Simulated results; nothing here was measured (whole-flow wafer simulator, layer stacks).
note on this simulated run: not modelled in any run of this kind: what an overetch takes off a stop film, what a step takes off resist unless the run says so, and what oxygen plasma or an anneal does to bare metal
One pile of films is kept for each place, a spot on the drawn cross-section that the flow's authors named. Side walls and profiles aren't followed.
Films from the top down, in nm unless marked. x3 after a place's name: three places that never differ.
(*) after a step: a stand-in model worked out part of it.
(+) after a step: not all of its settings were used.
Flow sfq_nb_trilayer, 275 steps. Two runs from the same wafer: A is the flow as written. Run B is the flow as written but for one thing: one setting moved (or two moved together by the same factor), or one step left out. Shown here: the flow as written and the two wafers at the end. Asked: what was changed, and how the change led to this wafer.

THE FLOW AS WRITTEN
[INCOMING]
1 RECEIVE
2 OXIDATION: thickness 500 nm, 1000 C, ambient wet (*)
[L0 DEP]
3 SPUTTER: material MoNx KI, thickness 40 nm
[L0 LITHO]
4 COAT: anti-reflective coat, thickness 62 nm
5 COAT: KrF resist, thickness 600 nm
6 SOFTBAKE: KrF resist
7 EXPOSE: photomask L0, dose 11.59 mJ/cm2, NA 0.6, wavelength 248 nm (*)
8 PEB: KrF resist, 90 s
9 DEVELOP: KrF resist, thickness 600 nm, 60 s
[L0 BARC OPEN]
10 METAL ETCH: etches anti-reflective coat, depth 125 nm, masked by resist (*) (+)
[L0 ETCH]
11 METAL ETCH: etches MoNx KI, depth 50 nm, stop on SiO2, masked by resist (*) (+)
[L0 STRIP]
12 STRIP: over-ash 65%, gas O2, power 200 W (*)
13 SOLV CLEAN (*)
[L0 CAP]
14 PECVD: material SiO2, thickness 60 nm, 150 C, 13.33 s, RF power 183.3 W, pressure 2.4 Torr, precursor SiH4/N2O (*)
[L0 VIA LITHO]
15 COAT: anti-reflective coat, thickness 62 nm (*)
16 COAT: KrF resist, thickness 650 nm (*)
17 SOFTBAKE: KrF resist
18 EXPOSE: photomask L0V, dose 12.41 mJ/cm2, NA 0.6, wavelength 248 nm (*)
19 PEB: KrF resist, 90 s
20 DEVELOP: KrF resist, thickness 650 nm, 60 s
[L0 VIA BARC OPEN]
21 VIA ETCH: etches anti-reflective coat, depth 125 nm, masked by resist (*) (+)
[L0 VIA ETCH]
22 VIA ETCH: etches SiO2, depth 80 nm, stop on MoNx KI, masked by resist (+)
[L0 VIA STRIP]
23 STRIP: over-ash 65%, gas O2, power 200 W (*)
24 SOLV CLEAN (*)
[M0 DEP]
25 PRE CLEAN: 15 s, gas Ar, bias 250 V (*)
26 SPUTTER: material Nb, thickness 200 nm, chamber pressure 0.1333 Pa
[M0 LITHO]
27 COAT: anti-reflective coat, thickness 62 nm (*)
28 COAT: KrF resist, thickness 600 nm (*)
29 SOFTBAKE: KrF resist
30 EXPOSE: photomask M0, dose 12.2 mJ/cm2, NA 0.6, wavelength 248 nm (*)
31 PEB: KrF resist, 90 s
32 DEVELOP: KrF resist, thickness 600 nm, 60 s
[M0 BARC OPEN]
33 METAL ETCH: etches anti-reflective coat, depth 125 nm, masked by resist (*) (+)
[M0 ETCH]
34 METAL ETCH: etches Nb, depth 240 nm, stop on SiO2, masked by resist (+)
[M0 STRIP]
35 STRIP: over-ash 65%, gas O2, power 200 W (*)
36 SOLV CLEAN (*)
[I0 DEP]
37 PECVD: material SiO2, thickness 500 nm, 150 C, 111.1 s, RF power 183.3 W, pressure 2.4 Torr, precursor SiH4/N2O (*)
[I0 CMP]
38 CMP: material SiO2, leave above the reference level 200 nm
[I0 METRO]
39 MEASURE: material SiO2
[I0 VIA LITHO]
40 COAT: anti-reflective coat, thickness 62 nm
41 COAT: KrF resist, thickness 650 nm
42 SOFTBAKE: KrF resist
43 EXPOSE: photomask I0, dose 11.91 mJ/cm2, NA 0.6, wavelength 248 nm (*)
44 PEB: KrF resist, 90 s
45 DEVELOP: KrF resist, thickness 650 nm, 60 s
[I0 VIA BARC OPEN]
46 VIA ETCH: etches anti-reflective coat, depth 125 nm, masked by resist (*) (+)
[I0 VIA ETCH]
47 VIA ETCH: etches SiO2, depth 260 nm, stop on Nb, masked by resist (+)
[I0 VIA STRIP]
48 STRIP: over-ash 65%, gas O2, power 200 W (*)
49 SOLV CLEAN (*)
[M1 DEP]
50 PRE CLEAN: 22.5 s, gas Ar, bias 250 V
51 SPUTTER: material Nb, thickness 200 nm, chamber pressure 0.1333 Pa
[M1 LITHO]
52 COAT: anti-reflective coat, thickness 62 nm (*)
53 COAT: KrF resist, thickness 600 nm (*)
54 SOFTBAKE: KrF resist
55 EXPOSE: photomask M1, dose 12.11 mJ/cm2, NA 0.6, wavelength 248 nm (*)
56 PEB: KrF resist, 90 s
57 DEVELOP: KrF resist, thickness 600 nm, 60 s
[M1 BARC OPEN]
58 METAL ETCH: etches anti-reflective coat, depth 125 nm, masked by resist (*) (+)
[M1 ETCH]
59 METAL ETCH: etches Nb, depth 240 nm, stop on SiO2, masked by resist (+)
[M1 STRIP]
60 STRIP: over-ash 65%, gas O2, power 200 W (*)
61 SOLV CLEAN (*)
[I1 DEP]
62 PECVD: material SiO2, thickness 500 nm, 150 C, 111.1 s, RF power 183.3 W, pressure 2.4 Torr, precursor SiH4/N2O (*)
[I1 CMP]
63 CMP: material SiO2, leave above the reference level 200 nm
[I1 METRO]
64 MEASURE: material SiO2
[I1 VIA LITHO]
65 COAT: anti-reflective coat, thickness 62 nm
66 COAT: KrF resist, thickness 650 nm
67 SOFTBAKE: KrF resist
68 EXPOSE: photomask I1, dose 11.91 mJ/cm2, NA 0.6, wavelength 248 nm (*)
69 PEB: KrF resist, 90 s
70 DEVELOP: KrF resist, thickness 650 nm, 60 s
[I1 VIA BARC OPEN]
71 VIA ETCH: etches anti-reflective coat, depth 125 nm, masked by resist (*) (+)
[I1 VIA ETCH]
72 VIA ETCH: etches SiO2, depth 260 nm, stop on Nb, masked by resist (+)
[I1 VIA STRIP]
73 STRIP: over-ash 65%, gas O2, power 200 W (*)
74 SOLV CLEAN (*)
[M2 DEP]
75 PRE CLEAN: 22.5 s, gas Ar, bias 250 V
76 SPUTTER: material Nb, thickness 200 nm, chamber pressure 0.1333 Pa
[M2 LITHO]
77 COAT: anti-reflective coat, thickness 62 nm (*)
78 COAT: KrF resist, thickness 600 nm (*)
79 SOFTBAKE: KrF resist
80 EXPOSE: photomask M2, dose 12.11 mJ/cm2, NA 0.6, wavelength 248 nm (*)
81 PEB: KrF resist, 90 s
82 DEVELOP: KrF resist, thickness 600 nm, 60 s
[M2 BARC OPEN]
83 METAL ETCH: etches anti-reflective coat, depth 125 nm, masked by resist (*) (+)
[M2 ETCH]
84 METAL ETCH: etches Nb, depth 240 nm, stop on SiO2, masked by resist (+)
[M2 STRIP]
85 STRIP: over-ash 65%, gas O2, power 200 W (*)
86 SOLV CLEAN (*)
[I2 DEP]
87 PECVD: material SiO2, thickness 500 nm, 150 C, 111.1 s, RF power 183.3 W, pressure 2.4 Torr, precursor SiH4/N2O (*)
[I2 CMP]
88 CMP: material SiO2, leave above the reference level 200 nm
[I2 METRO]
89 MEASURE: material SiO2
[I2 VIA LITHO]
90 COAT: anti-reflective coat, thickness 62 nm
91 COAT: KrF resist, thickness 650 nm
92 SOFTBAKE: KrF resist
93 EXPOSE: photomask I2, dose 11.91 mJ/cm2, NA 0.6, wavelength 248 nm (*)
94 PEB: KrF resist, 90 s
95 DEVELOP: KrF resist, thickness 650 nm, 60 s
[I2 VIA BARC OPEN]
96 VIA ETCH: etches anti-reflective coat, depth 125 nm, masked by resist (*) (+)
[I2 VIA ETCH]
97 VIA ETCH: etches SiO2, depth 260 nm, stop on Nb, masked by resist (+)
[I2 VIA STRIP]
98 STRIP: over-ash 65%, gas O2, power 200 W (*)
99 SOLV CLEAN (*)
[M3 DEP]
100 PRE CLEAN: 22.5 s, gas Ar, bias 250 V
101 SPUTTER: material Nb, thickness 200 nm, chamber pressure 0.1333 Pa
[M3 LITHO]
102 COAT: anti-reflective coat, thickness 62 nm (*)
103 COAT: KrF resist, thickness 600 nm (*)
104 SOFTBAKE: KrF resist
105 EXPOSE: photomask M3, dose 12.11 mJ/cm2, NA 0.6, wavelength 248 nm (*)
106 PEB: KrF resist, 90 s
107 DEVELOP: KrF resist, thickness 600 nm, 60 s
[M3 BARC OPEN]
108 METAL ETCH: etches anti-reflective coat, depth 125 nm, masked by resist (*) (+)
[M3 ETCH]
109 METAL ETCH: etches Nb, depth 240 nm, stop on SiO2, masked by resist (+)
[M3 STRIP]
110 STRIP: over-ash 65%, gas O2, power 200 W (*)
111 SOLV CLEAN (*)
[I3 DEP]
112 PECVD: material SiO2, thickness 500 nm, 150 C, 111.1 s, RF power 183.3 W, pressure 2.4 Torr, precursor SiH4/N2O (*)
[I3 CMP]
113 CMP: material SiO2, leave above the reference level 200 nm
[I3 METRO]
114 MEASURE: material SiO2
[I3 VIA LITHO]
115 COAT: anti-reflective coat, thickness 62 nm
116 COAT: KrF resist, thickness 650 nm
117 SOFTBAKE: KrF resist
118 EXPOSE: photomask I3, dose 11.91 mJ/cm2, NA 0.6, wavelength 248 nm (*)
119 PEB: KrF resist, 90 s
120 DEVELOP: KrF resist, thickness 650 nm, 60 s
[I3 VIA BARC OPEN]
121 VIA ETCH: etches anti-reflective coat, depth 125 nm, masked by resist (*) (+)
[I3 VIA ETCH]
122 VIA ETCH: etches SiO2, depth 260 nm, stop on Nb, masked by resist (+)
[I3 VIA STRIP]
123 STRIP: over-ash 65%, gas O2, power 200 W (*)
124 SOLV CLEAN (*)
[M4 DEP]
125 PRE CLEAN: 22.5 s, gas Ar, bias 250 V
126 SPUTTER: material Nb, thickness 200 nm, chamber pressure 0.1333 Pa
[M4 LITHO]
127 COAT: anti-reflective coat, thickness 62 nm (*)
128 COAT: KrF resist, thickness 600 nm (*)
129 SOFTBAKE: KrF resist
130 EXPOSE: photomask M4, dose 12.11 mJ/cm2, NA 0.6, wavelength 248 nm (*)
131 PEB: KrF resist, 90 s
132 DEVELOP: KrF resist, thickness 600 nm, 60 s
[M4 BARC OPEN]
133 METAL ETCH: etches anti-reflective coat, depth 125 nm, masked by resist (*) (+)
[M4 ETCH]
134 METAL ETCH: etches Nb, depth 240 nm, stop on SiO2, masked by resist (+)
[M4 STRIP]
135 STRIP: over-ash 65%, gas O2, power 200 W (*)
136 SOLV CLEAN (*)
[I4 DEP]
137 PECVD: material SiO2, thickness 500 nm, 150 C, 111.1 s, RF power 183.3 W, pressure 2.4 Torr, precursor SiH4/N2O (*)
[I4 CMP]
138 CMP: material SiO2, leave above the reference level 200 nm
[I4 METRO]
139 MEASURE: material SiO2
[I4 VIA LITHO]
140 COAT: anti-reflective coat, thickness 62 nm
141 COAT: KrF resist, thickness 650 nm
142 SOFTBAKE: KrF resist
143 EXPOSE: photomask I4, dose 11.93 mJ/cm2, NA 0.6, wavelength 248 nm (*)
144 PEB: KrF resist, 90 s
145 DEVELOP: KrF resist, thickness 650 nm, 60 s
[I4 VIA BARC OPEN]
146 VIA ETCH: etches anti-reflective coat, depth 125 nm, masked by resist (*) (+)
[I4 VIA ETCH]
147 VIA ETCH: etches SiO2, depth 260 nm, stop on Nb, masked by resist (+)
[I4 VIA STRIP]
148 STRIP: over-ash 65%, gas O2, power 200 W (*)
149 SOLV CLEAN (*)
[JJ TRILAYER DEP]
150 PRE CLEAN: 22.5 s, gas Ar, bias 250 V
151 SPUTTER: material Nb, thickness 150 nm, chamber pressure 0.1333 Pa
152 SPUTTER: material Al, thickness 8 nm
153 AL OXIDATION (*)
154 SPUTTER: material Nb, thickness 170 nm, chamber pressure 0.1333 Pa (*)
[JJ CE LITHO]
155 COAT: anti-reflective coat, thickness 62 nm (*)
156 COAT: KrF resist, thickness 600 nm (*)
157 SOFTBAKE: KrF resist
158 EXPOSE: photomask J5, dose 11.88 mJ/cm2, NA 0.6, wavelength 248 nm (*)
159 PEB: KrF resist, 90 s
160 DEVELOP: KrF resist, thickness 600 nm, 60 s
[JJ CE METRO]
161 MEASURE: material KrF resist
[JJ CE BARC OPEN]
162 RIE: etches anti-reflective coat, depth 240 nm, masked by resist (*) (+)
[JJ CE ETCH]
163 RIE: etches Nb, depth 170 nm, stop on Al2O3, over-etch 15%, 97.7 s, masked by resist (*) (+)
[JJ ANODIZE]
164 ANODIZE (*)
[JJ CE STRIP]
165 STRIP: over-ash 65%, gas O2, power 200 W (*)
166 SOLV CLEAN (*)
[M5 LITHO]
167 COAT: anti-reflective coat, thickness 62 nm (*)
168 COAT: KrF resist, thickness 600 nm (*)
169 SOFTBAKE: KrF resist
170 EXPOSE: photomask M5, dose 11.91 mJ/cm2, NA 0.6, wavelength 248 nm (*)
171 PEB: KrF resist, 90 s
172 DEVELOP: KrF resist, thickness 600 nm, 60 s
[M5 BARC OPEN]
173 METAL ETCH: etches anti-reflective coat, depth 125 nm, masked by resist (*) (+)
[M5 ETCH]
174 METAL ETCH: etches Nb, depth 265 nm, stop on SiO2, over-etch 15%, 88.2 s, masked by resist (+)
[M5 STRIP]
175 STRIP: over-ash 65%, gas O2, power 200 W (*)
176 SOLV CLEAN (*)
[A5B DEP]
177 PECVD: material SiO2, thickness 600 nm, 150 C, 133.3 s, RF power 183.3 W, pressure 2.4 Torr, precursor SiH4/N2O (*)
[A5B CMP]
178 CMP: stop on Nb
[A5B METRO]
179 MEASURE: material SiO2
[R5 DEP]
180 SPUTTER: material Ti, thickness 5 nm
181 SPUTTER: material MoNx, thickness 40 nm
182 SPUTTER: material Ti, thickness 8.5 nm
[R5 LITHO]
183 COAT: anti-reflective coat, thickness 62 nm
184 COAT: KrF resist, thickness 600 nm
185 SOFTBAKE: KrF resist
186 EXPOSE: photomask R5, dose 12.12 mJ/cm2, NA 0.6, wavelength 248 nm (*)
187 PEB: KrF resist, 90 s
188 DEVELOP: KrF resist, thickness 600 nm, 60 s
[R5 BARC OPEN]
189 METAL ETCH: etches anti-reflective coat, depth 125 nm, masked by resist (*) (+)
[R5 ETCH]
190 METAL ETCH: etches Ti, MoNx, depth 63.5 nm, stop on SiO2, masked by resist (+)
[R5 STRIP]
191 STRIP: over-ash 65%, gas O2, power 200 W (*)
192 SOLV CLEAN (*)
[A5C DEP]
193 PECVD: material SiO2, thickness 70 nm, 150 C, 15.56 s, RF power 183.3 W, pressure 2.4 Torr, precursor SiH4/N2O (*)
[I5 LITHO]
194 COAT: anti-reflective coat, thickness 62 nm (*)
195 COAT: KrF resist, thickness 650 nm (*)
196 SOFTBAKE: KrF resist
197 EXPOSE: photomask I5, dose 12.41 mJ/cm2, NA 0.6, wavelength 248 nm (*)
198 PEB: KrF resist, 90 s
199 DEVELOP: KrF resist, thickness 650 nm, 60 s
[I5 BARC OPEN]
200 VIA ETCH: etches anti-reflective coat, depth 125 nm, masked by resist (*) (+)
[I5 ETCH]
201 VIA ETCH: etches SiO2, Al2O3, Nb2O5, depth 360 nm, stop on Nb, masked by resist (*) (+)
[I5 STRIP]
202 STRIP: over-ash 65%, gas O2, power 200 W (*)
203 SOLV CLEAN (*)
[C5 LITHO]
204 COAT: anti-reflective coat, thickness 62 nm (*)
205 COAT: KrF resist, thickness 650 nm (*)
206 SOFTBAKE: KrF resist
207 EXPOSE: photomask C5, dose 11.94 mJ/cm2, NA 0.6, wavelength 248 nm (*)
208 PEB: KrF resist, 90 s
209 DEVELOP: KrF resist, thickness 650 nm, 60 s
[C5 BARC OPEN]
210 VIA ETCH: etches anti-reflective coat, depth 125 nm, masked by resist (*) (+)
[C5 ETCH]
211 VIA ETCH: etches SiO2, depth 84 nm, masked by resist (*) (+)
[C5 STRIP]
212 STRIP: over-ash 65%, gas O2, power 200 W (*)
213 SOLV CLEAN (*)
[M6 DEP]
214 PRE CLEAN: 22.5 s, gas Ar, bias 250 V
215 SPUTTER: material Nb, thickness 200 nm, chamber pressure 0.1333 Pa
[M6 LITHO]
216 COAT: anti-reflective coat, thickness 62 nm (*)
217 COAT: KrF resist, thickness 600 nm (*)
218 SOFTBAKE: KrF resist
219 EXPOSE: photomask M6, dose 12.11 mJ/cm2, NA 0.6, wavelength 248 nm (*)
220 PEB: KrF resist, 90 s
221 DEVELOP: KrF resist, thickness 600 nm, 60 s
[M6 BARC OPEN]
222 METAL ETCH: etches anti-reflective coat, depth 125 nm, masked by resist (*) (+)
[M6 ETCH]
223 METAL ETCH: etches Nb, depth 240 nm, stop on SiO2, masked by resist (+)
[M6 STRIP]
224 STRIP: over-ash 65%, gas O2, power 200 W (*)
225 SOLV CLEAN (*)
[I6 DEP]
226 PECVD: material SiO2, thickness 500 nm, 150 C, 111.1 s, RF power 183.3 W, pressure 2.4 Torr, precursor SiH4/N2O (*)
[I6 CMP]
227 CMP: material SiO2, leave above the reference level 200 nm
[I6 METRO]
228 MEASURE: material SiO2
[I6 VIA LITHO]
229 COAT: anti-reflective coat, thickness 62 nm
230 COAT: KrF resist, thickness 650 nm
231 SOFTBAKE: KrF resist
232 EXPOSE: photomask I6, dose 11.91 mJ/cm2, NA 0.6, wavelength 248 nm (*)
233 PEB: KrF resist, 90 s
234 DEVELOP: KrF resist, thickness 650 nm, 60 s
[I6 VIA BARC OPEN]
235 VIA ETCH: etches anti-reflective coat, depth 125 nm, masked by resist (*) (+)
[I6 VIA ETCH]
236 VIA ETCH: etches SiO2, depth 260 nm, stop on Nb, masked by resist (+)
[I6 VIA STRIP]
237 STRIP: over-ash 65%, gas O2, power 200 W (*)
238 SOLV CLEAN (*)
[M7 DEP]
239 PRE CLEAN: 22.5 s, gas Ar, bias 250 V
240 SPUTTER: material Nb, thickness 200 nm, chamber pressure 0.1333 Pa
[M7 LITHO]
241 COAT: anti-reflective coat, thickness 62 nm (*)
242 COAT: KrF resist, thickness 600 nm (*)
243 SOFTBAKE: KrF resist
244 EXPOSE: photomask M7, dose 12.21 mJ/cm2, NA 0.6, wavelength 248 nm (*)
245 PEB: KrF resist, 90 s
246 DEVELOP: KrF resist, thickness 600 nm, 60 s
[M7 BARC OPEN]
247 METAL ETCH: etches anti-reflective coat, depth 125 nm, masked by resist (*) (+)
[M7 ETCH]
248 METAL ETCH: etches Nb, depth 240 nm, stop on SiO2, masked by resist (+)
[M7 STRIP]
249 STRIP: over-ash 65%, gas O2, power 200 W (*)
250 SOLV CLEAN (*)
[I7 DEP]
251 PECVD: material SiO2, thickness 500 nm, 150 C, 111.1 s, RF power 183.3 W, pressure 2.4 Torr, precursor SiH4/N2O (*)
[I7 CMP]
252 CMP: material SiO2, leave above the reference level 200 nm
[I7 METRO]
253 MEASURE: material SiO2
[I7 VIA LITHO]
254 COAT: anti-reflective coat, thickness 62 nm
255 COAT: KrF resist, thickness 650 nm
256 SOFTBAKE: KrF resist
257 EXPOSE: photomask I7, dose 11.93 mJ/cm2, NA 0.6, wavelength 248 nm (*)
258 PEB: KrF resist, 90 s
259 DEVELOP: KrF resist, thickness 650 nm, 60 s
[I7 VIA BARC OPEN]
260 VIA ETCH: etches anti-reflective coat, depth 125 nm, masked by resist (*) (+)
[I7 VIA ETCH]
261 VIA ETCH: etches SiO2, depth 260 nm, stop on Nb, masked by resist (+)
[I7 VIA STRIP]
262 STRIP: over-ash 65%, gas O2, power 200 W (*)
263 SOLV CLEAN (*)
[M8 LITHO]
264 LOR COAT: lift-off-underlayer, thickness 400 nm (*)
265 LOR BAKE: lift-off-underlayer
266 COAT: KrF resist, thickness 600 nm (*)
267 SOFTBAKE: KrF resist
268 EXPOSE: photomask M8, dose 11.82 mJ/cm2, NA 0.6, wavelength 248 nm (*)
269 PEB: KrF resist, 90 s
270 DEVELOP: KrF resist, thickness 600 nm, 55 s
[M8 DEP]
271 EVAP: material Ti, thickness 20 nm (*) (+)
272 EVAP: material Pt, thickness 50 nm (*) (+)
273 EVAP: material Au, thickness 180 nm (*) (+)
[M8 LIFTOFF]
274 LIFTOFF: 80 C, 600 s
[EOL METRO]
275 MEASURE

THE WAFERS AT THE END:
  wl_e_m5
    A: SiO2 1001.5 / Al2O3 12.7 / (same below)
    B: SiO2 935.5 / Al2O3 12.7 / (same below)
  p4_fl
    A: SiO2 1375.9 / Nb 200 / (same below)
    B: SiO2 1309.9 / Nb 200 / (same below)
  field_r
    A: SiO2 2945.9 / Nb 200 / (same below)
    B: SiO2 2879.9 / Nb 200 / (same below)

The cause: step 240, SPUTTER: thickness 134 nm was run, where the flow has thickness 200 nm.

How the change led to this, step by step:
  240 SPUTTER: material Nb, thickness 200 nm, chamber pressure 0.1333 Pa
      field_l, v_sur, via_wl and 102 more: A Nb +200 (new film) | B Nb +134 (new film)
      via_v: A Nb +161.1 | B Nb +107.8
  241 COAT: anti-reflective coat, thickness 62 nm (*)
      via_v: A anti-reflective coat +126 (new film) | B anti-reflective coat +122.3 (new film)
  248 METAL ETCH: etches Nb, depth 240 nm, stop on SiO2, masked by resist (+)
      field_l, field_r, lsp_l and 62 more: A Nb -200 (all of it) | B Nb -134 (all of it)
      v_sur, via_wl, via_w and 38 more: A KrF resist -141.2 | B KrF resist -118.2
  249 STRIP: over-ash 65%, gas O2, power 200 W (*)
      wl_j_sl, wl_jj, wl_j_sr and 14 more: A KrF resist -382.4 (all of it), anti-reflective coat -62 (all of it) | B KrF resist -405.3 (all of it), anti-reflective coat -62 (all of it)
      ln_m5, lsp_m, ln_m6, lsp_r: A KrF resist -381.9 (all of it), anti-reflective coat -61.8 (all of it) | B KrF resist -404.9 (all of it), anti-reflective coat -61.8 (all of it)
      (and at 20 more places)
  251 PECVD: material SiO2, thickness 500 nm, 150 C, 111.1 s, RF power 183.3 W, pressure 2.4 Torr, precursor SiH4/N2O (*)
      m7r_space_l x2: A SiO2 +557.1 | B SiO2 +500
      via_v: A SiO2 +621 (new film) | B SiO2 +601.2 (new film)
  252 CMP: material SiO2, leave above the reference level 200 nm
      field_l, p4_fl, p4_fm and 56 more: A SiO2 -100 | B SiO2 -166
      field_r, lsp_l: A SiO2 -77.7 | B SiO2 -151
      (and at 5 more places)
